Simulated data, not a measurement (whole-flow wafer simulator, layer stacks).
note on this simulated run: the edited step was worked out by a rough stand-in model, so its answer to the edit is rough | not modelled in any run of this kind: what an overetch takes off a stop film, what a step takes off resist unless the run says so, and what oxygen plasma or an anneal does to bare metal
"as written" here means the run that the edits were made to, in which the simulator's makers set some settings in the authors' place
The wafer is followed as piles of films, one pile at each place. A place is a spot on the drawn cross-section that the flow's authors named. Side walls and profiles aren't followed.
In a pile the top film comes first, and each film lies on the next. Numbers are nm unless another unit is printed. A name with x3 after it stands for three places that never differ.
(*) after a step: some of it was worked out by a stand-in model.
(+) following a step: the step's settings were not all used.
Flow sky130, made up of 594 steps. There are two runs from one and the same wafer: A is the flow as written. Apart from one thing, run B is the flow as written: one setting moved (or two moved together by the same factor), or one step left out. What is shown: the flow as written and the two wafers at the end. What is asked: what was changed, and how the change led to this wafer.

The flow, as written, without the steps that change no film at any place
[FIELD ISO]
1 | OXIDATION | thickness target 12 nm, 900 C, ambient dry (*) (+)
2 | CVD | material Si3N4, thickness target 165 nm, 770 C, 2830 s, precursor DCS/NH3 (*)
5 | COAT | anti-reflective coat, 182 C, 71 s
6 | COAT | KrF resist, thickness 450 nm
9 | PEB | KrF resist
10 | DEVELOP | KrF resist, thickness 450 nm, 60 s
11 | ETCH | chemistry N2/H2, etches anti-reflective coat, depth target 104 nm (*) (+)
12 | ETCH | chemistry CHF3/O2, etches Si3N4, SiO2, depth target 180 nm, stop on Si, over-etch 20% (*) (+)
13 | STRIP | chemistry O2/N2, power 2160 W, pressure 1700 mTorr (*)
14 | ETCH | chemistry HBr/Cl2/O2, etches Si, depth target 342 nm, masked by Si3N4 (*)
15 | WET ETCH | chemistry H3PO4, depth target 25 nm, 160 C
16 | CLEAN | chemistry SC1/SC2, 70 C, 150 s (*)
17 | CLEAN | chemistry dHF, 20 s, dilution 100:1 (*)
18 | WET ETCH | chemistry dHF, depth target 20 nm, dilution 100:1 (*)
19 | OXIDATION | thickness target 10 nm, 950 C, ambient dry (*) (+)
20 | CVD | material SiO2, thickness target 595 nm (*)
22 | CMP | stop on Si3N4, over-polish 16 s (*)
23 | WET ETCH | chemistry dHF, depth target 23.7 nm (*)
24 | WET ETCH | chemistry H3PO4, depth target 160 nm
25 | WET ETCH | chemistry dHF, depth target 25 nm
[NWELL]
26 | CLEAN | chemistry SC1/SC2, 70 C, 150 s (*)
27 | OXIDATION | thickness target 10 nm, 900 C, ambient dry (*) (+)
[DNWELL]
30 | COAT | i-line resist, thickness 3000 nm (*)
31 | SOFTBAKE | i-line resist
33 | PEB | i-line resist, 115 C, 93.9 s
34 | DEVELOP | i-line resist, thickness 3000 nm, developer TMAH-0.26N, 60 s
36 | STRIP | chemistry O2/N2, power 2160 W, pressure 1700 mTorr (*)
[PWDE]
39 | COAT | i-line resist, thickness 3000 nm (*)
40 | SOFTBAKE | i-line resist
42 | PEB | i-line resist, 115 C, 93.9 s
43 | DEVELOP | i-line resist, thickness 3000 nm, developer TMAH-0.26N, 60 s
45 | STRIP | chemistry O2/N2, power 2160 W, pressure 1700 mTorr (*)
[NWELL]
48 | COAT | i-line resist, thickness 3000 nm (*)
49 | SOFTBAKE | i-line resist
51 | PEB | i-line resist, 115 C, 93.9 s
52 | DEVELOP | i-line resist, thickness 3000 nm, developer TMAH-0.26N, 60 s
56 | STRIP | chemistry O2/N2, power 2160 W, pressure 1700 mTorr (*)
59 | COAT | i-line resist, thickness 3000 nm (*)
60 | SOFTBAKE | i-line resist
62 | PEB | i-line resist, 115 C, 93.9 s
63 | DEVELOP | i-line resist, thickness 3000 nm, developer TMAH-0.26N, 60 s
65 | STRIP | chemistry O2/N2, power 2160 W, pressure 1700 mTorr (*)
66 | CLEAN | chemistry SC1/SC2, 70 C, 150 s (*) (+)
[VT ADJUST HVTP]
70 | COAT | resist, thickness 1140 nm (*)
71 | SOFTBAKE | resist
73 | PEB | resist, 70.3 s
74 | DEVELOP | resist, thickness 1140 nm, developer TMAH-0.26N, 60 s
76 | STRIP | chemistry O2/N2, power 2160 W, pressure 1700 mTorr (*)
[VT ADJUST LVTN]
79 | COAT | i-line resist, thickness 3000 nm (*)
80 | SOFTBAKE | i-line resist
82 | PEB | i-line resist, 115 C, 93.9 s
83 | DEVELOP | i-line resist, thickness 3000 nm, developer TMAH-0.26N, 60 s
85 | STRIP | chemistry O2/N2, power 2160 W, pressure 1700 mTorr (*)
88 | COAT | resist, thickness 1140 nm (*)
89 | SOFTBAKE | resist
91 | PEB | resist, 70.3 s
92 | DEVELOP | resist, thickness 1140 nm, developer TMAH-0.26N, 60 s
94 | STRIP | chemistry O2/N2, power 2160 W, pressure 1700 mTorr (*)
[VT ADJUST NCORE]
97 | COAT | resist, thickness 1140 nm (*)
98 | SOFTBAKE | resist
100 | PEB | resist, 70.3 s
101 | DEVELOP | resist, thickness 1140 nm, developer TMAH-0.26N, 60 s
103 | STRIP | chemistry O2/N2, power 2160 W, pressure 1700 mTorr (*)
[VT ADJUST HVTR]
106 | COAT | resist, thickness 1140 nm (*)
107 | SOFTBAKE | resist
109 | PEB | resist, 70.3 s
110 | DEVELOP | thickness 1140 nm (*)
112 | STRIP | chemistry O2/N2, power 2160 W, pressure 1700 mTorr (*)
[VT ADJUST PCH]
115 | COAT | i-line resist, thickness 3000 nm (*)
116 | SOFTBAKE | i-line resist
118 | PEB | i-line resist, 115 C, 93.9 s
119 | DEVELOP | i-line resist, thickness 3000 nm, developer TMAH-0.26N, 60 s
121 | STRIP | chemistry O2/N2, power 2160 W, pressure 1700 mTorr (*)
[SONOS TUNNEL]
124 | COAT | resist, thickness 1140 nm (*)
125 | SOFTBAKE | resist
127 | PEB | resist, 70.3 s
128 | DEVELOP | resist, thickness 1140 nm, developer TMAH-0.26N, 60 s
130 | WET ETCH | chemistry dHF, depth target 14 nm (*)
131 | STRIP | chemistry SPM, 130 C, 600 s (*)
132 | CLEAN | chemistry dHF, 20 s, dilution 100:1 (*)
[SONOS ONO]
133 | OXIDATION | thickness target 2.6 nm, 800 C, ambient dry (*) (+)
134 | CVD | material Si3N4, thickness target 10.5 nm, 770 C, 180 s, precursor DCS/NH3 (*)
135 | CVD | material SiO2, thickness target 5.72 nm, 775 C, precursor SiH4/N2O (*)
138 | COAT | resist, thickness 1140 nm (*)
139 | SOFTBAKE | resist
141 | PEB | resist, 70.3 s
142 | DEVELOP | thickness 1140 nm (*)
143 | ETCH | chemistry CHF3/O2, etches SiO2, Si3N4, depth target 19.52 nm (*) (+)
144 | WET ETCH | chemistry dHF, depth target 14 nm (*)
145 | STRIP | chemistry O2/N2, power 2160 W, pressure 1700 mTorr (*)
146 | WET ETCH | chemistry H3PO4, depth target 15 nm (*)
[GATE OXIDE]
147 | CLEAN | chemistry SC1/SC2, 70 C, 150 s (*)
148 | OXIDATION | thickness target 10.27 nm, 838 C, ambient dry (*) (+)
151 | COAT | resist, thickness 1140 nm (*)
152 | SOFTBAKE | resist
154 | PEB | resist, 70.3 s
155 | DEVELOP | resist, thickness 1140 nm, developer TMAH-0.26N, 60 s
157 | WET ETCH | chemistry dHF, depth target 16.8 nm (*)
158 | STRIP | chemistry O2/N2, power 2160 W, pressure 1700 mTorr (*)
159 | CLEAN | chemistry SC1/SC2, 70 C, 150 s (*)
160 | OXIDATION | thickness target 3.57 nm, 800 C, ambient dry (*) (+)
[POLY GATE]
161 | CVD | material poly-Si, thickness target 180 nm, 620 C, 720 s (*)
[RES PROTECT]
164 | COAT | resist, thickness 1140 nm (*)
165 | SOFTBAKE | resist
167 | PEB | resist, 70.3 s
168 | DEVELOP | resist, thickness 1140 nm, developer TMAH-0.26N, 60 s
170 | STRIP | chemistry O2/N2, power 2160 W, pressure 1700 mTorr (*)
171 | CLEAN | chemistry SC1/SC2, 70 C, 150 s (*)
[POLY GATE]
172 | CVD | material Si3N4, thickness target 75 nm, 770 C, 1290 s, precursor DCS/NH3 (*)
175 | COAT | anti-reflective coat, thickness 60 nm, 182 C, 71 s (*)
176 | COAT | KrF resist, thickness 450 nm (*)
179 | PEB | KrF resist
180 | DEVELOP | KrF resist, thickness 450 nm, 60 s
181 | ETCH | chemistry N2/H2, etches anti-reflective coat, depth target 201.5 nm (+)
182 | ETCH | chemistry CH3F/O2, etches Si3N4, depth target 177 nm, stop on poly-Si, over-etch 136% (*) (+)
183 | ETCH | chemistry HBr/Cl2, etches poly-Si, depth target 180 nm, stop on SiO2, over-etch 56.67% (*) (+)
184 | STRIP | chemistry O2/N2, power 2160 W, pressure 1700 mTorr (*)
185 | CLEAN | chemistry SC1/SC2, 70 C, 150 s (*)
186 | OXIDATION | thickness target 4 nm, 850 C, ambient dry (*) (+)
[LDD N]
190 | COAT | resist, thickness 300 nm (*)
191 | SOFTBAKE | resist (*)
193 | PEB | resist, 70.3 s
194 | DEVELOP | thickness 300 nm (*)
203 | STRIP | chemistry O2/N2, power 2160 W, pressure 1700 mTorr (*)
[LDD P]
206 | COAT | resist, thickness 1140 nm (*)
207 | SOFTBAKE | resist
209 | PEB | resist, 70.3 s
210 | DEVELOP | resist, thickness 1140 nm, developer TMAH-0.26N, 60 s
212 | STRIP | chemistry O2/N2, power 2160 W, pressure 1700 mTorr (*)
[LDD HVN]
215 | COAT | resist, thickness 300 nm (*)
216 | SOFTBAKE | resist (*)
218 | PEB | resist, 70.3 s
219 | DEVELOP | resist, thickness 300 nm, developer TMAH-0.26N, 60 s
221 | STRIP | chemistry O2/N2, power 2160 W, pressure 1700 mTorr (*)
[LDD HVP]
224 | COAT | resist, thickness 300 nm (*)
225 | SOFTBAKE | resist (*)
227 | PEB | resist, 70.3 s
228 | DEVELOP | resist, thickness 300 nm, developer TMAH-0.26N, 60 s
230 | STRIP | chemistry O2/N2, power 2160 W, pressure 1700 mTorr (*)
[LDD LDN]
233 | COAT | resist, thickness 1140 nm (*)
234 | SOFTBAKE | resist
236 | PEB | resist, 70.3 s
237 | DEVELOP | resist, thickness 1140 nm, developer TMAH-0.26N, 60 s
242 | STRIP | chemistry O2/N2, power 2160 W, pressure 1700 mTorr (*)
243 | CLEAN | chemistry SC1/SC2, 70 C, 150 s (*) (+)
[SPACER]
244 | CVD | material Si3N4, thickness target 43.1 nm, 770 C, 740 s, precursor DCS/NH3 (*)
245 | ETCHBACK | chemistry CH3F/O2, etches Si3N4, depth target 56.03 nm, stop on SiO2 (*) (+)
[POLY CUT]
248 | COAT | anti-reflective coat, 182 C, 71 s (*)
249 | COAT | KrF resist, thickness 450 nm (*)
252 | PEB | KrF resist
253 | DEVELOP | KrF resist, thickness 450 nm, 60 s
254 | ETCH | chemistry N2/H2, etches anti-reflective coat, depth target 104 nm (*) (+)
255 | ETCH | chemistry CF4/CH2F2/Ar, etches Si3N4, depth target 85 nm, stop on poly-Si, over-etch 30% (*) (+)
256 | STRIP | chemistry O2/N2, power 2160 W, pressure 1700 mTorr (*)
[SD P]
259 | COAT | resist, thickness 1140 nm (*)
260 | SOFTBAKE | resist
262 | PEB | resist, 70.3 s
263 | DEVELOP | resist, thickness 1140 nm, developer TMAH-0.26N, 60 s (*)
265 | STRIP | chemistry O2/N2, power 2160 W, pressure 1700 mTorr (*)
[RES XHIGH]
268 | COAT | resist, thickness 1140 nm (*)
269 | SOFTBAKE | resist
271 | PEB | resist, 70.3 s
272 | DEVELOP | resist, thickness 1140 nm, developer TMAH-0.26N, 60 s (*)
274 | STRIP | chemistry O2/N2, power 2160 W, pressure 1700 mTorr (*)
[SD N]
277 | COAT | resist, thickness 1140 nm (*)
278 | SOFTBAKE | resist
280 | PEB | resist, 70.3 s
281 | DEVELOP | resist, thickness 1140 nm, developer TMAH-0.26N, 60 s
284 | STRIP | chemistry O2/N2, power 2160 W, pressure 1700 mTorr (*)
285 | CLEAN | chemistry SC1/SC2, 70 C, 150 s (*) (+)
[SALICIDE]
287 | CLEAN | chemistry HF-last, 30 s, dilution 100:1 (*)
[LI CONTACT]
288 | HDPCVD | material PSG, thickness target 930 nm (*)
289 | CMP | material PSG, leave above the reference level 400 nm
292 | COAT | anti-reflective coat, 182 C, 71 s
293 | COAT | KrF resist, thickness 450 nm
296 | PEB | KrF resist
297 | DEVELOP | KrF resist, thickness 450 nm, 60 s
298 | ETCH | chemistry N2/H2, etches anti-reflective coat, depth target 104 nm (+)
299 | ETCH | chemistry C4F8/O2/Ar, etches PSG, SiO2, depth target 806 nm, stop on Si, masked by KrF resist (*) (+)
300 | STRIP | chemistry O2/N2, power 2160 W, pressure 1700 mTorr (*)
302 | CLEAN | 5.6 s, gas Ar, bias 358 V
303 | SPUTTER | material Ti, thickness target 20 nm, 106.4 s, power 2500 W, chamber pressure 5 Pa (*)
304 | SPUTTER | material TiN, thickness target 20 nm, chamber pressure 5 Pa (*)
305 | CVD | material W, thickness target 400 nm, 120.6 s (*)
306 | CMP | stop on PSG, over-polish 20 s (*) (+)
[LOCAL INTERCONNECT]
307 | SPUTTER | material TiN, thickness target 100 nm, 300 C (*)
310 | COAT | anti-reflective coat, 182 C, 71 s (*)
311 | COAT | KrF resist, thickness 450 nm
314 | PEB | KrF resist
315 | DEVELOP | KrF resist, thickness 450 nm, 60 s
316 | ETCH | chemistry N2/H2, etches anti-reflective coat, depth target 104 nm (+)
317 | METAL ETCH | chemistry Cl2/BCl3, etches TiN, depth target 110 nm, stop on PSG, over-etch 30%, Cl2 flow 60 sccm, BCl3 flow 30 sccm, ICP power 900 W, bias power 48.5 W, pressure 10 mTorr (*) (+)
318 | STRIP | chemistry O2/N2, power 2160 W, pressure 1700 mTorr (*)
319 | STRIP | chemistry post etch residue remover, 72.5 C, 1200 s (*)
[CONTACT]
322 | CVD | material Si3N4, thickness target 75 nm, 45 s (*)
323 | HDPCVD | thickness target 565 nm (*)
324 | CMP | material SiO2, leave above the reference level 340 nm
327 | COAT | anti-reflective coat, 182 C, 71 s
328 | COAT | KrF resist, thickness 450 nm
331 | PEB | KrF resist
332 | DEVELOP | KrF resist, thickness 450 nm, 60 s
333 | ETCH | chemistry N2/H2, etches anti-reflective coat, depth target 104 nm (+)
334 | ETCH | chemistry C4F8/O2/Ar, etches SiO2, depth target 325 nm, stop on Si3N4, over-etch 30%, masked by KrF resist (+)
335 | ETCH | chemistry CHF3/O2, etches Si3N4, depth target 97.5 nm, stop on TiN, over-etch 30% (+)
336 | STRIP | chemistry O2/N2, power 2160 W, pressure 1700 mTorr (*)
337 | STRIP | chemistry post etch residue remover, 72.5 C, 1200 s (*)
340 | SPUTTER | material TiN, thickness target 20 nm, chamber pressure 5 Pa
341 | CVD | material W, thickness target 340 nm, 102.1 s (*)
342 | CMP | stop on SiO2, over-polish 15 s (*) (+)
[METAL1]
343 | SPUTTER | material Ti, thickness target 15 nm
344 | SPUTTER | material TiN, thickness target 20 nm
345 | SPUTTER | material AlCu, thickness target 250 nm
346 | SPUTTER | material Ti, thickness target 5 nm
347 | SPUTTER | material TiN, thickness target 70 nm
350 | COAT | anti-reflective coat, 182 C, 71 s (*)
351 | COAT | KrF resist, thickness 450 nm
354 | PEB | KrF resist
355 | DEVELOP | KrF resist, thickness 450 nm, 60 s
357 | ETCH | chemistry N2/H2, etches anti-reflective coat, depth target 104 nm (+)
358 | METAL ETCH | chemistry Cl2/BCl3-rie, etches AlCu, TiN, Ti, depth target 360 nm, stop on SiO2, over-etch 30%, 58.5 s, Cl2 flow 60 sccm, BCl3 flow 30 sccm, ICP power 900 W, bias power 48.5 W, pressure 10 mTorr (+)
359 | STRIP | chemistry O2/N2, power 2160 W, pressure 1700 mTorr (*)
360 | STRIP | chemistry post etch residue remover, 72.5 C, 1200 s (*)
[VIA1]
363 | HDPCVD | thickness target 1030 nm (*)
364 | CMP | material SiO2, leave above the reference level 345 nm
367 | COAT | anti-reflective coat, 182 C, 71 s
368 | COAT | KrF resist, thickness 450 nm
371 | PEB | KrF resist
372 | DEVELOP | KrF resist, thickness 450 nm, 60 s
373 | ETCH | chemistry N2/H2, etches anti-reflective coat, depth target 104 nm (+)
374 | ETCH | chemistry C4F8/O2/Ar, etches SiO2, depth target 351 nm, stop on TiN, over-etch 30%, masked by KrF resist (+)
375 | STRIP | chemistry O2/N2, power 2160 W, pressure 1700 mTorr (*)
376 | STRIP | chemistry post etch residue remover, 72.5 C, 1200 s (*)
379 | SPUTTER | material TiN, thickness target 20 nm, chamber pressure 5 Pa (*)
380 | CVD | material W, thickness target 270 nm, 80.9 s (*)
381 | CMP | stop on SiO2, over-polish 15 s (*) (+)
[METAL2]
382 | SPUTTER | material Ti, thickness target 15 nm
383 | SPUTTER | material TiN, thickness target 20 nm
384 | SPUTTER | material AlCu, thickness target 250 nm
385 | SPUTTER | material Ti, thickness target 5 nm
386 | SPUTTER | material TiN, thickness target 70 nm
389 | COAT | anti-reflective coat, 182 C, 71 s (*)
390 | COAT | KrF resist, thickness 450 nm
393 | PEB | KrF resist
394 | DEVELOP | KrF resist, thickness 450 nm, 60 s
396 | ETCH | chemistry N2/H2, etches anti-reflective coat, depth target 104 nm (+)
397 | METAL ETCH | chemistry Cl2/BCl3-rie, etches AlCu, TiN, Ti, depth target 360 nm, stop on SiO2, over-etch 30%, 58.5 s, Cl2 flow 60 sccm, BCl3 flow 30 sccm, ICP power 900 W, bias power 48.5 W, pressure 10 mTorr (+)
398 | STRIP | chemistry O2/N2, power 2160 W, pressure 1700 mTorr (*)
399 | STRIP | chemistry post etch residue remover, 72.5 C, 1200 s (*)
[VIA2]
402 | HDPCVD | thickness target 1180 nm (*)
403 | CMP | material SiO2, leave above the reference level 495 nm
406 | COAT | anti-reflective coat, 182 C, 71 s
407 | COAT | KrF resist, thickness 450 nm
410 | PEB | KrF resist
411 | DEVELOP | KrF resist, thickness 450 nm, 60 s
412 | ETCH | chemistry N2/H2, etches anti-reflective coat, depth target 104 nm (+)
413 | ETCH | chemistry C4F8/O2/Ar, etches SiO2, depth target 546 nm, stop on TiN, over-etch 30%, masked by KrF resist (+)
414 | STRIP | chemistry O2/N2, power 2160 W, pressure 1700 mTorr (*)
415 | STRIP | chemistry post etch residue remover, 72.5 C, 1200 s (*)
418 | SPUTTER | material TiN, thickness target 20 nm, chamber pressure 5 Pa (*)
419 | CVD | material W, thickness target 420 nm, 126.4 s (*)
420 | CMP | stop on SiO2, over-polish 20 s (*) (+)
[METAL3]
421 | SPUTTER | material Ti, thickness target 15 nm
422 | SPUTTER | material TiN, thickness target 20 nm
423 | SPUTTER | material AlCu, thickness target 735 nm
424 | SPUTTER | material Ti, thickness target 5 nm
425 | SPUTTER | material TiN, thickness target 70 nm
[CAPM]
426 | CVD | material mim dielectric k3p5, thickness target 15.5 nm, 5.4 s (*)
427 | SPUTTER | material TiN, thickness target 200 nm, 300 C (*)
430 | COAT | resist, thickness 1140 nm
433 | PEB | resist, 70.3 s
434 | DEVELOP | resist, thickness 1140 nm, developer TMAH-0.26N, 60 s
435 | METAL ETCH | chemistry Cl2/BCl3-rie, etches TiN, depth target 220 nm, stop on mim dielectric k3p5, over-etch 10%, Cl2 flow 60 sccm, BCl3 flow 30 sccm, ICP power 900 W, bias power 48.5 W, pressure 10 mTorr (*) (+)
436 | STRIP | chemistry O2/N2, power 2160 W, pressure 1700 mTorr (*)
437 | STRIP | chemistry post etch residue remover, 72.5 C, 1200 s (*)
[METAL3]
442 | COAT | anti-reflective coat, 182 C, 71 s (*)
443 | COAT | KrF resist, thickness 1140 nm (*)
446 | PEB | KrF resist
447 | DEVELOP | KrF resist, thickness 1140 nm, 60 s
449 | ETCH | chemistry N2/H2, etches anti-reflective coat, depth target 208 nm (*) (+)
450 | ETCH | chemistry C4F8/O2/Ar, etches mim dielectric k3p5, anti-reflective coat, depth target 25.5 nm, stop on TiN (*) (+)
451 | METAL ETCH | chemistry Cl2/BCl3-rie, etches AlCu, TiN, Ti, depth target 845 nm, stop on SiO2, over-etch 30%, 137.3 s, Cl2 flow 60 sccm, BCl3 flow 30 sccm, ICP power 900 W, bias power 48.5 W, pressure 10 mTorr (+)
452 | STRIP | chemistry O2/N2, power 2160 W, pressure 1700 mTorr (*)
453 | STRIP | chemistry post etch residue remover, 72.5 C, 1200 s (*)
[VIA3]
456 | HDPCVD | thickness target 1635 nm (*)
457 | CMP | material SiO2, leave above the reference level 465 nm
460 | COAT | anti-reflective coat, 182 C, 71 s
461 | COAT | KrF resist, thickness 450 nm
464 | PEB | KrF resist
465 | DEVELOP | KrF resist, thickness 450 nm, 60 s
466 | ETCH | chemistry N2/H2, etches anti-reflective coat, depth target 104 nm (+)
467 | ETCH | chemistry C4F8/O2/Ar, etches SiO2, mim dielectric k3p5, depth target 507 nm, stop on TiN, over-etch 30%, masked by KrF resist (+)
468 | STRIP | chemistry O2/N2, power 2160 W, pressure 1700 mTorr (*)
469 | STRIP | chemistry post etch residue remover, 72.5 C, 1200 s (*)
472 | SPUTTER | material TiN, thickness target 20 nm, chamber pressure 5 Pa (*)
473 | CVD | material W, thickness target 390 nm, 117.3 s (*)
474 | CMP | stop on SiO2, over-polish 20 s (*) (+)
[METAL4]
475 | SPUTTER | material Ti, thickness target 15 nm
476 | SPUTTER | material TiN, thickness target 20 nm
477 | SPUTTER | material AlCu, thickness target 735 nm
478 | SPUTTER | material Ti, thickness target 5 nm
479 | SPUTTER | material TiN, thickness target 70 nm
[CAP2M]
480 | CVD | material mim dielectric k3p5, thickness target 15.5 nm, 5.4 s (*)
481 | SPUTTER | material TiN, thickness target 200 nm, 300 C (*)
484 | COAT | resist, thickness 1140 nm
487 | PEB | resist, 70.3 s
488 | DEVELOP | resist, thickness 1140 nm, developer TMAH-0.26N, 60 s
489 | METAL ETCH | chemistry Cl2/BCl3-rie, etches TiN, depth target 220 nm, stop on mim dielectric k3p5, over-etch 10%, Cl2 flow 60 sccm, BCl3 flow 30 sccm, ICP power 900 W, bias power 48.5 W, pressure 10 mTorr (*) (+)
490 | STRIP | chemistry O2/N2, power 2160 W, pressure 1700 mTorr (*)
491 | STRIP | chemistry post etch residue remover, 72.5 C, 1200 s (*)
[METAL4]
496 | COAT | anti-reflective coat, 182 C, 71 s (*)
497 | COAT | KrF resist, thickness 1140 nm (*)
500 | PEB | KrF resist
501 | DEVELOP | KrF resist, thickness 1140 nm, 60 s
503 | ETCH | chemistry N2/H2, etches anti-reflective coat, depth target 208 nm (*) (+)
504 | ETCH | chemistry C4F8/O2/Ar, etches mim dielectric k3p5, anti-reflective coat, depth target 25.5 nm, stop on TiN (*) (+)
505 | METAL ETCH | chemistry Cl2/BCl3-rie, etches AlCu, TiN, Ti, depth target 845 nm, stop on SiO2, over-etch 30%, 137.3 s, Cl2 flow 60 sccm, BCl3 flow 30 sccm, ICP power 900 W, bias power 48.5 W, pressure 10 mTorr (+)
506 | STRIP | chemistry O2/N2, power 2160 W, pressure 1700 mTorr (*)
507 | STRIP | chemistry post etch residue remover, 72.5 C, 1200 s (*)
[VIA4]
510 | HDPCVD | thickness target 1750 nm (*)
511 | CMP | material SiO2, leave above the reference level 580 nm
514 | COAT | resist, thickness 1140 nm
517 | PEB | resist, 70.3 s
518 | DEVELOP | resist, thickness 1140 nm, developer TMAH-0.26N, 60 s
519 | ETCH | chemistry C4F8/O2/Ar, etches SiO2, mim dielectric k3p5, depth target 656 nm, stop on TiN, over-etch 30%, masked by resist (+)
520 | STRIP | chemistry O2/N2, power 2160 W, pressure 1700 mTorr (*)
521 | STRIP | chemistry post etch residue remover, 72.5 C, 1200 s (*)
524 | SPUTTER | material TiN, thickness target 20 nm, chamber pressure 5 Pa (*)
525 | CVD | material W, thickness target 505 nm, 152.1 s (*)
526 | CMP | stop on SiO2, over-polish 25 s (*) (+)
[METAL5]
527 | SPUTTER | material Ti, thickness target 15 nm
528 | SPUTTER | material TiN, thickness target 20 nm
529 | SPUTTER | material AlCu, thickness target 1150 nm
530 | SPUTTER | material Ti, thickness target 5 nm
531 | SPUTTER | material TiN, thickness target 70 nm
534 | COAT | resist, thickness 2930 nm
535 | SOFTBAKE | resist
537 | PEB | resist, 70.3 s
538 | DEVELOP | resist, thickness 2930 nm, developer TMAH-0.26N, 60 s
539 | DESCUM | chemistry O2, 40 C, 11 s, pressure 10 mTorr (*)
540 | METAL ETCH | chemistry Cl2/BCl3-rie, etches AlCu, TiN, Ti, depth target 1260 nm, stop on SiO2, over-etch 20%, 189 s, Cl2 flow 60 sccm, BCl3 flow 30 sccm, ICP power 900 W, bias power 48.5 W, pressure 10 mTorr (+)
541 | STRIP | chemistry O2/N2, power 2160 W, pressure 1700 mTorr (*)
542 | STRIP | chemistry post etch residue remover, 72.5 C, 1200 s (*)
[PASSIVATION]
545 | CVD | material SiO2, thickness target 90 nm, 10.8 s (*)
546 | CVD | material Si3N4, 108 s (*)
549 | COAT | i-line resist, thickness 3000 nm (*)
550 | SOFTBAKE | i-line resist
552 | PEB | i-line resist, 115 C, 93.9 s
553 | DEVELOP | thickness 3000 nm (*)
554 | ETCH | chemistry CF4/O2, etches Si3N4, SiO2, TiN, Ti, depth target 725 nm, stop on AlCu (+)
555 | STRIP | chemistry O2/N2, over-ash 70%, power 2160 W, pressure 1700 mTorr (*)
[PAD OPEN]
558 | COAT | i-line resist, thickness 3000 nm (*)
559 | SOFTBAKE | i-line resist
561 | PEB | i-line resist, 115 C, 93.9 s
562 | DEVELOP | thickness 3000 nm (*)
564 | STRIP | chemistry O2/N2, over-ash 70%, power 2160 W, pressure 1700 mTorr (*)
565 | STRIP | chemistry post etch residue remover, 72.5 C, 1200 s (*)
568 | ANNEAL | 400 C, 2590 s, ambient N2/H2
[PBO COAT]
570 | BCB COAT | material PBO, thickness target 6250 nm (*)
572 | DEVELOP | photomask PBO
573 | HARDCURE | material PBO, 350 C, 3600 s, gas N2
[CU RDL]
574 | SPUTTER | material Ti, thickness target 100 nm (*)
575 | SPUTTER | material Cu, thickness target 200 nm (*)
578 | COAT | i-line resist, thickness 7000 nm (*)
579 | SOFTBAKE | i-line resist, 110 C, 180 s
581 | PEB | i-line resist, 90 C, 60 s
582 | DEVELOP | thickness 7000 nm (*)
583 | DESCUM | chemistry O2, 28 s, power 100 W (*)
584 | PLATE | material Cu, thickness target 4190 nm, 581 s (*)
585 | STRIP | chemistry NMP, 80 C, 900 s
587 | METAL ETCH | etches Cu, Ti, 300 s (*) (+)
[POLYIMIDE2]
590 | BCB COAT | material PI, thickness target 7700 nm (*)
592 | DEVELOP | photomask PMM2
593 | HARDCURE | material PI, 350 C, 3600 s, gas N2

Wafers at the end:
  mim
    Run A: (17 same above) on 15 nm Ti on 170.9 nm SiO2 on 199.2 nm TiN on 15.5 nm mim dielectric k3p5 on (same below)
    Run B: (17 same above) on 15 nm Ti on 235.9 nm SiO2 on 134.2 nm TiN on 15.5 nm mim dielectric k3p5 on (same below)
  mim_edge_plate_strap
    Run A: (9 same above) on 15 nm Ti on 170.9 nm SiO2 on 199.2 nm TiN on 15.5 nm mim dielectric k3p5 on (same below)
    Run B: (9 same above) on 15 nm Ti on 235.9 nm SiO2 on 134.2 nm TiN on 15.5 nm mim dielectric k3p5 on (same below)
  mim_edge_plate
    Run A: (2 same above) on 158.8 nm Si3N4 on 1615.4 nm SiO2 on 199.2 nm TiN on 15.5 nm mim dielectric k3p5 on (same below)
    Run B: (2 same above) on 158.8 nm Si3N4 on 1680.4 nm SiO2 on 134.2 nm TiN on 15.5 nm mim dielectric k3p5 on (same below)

Cause: step 427, SPUTTER: thickness target 135 nm was run, while the flow as written has thickness target 200 nm.

The path from the change to this, step by step:
  427 | SPUTTER | material TiN, thickness target 200 nm, 300 C (*)
      field, active, n_well and 188 more: A +200 TiN (new film) | B +135 TiN (new film)
  435 | METAL ETCH | chemistry Cl2/BCl3-rie, etches TiN, depth target 220 nm, stop on mim dielectric k3p5, over-etch 10%, Cl2 flow 60 sccm, BCl3 flow 30 sccm, ICP power 900 W, bias power 48.5 W, pressure 10 mTorr (*) (+)
      field, active, n_well and 185 more: A -200 TiN (all of it) | B -135 TiN (all of it)
      mim, mim_edge_plate_strap, mim_edge_plate: A -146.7 resist | B -99 resist
  436 | STRIP | chemistry O2/N2, power 2160 W, pressure 1700 mTorr (*)
      mim, mim_edge_plate_strap, mim_edge_plate: A -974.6 resist (all of it) | B -1022.3 resist (all of it)
  442 | COAT | anti-reflective coat, 182 C, 71 s (*)
      poly_licon, rpo_hd_licon: A +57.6 anti-reflective coat (new film) | B +75 anti-reflective coat (new film)
      mim: A +40.4 anti-reflective coat (new film) | B +29.7 anti-reflective coat (new film)
      (and at 6 other places as well)
  443 | COAT | KrF resist, thickness 1140 nm (*)
      mim_edge_plate_strap, mim_edge_plate: A +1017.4 KrF resist (new film) | B +1082.4 KrF resist (new film)
      mim: A +1025.5 KrF resist (new film) | B +1081.5 KrF resist (new film)
      (and at 1 other place as well)
  449 | ETCH | chemistry N2/H2, etches anti-reflective coat, depth target 208 nm (*) (+)
      poly_licon, rpo_hd_licon: A -57.6 anti-reflective coat (all of it) | B -75 anti-reflective coat (all of it)
      rpo_hd: A -62 anti-reflective coat (all of it) | B -72.5 anti-reflective coat (all of it)
      (and at 2 other places as well)
  452 | STRIP | chemistry O2/N2, power 2160 W, pressure 1700 mTorr (*)
      mim_edge_plate_strap, mim_edge_plate: A -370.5 KrF resist (all of it), -3 anti-reflective coat (all of it) | B -435.4 KrF resist (all of it), -3 anti-reflective coat (all of it)
      mim: A -378.7 KrF resist (all of it), -40.4 anti-reflective coat (all of it) | B -434.5 KrF resist (all of it), -29.7 anti-reflective coat (all of it)
      (and at 3 other places as well)
  457 | CMP | material SiO2, leave above the reference level 465 nm
      mim, mim_edge_plate_strap, mim_edge_plate: A -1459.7 SiO2 | B -1394.7 SiO2
